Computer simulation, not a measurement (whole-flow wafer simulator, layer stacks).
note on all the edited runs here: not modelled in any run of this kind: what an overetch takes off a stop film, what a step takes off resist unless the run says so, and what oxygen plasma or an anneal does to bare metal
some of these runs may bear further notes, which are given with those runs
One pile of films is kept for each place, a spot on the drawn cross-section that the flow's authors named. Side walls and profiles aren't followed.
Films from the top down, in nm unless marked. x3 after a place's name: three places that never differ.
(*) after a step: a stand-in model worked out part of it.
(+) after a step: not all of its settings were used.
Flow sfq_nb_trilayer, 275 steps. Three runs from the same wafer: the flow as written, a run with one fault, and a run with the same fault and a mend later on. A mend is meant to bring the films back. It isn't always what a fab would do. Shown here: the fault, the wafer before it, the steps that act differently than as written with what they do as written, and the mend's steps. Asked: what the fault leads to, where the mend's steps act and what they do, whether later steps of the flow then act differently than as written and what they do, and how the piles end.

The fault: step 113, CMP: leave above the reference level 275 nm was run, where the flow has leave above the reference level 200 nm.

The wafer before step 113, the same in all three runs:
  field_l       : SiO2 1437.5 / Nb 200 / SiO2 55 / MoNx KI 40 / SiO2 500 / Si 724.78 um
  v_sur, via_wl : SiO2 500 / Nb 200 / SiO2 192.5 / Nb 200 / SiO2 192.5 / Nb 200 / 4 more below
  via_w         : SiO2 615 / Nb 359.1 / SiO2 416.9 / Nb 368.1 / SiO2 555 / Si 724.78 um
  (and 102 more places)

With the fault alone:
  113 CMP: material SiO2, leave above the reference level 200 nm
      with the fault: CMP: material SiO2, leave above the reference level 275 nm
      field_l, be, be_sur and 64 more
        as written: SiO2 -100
        with the fault: SiO2 -25
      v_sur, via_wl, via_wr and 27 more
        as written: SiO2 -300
        with the fault: SiO2 -225
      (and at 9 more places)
  Later steps of the flow that act differently than as written (4 more steps differ only slightly, by at most 2% or 0.5 nm, whichever is larger, and aren't shown):
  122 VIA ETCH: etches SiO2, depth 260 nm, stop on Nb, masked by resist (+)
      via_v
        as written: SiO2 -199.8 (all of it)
        with the fault: SiO2 -260
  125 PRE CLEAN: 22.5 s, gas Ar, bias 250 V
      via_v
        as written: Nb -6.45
        with the fault: SiO2 -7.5
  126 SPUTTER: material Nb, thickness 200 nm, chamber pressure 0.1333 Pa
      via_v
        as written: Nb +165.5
        with the fault: Nb +152.6 (new film)
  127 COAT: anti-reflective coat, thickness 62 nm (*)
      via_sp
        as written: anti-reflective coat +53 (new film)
        with the fault: anti-reflective coat +50.1 (new film)
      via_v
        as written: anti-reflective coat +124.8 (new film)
        with the fault: anti-reflective coat +128.6 (new film)
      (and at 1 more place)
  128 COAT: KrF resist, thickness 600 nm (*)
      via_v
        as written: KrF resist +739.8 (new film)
        with the fault: KrF resist +797.5 (new film)
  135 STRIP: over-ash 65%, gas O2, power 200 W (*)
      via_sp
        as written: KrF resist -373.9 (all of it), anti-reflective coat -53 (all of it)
        with the fault: KrF resist -369.8 (all of it), anti-reflective coat -50.1 (all of it)
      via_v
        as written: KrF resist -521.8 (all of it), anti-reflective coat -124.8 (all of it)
        with the fault: KrF resist -579.3 (all of it), anti-reflective coat -128.6 (all of it)
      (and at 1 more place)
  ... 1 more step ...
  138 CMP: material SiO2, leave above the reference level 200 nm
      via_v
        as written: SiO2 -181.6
        with the fault: SiO2 -157.1
  At the end the piles differ from the flow's by more than 2% or 0.5 nm, whichever is larger, at field_l, v_sur, via_wl and 103 more.
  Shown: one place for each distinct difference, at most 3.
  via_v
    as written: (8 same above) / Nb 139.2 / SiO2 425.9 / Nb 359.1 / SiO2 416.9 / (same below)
    with the fault: (8 same above) / Nb 139.2 / SiO2 500.1 / Nb 152.6 / SiO2 7.34 / Nb 200 / SiO2 416.9 / (same below)
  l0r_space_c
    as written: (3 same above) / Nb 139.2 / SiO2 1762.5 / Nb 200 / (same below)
    with the fault: (3 same above) / Nb 139.2 / SiO2 1837.5 / Nb 200 / (same below)
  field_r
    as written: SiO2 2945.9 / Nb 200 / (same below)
    with the fault: SiO2 3020.9 / Nb 200 / (same below)

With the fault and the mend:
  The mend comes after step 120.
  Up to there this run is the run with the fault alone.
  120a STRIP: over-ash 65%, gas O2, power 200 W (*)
      field_l, v_sur, via_wl and 102 more
        KrF resist -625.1 (all of it), anti-reflective coat -62 (all of it)
      via_v
        anti-reflective coat -62 (all of it)
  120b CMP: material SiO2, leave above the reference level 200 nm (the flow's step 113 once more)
      field_l, v_sur, via_wl and 103 more
        SiO2 -75
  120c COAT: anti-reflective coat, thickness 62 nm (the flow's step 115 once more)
      field_l, v_sur, via_wl and 103 more
        anti-reflective coat +62 (new film)
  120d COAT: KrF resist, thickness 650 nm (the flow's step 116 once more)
      field_l, v_sur, via_wl and 103 more
        KrF resist +650 (new film)
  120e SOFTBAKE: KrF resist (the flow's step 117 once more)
      changes no film at any place that is followed
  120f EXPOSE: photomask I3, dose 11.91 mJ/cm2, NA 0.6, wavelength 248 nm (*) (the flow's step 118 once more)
      changes no film at any place that is followed
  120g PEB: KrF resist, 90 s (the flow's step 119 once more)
      field_l, v_sur, via_wl and 103 more
        KrF resist -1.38
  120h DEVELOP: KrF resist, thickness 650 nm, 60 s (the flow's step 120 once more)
      field_l, v_sur, via_wl and 102 more
        KrF resist -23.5
      via_v
        KrF resist -648.6 (all of it)
  No later step of the flow acts differently than as written at any place that is followed.
  At the end the piles are the same as the flow's at every place that both follow.
